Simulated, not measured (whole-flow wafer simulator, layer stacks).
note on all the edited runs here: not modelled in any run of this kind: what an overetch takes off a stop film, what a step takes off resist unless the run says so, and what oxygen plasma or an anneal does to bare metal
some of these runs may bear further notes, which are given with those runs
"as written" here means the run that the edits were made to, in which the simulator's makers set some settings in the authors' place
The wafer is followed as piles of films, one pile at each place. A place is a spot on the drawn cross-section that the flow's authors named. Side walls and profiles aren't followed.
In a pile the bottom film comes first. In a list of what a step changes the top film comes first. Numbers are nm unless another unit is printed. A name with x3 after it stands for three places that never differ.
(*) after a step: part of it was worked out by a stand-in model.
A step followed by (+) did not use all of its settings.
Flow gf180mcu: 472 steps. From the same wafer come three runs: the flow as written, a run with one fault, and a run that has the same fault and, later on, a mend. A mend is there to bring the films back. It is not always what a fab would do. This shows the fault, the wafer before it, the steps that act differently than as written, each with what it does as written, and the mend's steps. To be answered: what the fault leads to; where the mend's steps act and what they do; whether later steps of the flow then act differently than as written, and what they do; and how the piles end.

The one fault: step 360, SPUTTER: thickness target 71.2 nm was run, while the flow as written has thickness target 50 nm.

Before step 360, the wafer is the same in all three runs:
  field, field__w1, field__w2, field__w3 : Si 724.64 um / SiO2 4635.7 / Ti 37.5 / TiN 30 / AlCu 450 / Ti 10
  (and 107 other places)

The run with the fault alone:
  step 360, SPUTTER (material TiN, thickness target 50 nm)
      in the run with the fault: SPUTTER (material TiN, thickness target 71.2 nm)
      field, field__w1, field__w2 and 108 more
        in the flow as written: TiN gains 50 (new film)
        in the run with the fault: TiN gains 71.2 (new film)
  Steps further on in the flow that do not act as written (not shown: 3 more steps that differ only slightly, by at most 2% or 0.5 nm, whichever is larger):
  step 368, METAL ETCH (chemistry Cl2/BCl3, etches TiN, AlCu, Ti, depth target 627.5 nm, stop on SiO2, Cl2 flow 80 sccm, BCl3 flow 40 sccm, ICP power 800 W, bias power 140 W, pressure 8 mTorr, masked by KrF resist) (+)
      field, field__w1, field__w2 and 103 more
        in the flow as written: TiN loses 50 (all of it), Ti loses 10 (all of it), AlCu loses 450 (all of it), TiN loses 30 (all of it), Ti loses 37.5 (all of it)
        in the run with the fault: TiN loses 71.2 (all of it), Ti loses 10 (all of it), AlCu loses 450 (all of it), TiN loses 30 (all of it), Ti loses 37.5 (all of it)
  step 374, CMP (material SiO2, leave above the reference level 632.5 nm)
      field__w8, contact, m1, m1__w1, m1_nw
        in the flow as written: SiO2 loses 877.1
        in the run with the fault: SiO2 loses 898.3
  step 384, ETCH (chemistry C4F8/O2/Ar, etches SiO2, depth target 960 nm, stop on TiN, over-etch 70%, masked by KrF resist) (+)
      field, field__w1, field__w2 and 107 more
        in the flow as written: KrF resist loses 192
        in the run with the fault: KrF resist loses 187.4
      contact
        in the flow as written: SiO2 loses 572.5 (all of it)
        in the run with the fault: SiO2 loses 551.3 (all of it)
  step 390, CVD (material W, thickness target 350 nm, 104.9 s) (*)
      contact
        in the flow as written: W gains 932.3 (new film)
        in the run with the fault: W gains 910.9 (new film)
  By the end, the piles at field__w8, contact, m1, m1__w1, m1_nw depart from the flow's by more than 2% or 0.5 nm, whichever is larger.
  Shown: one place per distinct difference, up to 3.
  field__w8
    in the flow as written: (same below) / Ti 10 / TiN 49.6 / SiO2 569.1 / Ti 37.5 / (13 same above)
    in the run with the fault: (same below) / Ti 10 / TiN 70.8 / SiO2 547.9 / Ti 37.5 / (13 same above)
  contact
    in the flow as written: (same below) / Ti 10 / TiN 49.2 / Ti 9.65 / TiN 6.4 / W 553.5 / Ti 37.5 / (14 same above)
    in the run with the fault: (same below) / Ti 10 / TiN 70.4 / Ti 9.77 / TiN 6.48 / W 532.1 / Ti 37.5 / (14 same above)

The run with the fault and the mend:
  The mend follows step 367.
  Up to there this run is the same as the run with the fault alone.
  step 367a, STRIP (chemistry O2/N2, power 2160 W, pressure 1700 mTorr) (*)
      field__w8, contact, m1, m1__w1, m1_nw
        KrF resist loses 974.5 (all of it)
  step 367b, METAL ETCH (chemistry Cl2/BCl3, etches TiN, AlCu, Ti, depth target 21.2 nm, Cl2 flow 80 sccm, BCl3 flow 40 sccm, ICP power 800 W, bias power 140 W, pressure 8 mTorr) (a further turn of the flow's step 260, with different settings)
      field, field__w1, field__w2 and 108 more
        TiN loses 21.2
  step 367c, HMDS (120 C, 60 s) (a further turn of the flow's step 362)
      alters no film at any place that is followed
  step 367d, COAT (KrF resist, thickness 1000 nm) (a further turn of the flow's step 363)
      field, field__w1, field__w2 and 108 more
        KrF resist gains 1000 (new film)
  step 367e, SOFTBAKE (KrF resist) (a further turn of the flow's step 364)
      alters no film at any place that is followed
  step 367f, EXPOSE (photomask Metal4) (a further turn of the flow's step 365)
      alters no film at any place that is followed
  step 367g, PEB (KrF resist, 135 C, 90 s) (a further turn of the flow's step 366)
      field, field__w1, field__w2 and 108 more
        KrF resist loses 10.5
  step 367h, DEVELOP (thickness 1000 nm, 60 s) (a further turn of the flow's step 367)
      field, field__w1, field__w2 and 103 more
        KrF resist loses 989.5 (all of it)
      field__w8, contact, m1, m1__w1, m1_nw
        KrF resist loses 14.9
  None of the later steps of the flow acts differently than as written at any place that is followed.
  At every place that both follow, the piles at the end match the flow's.
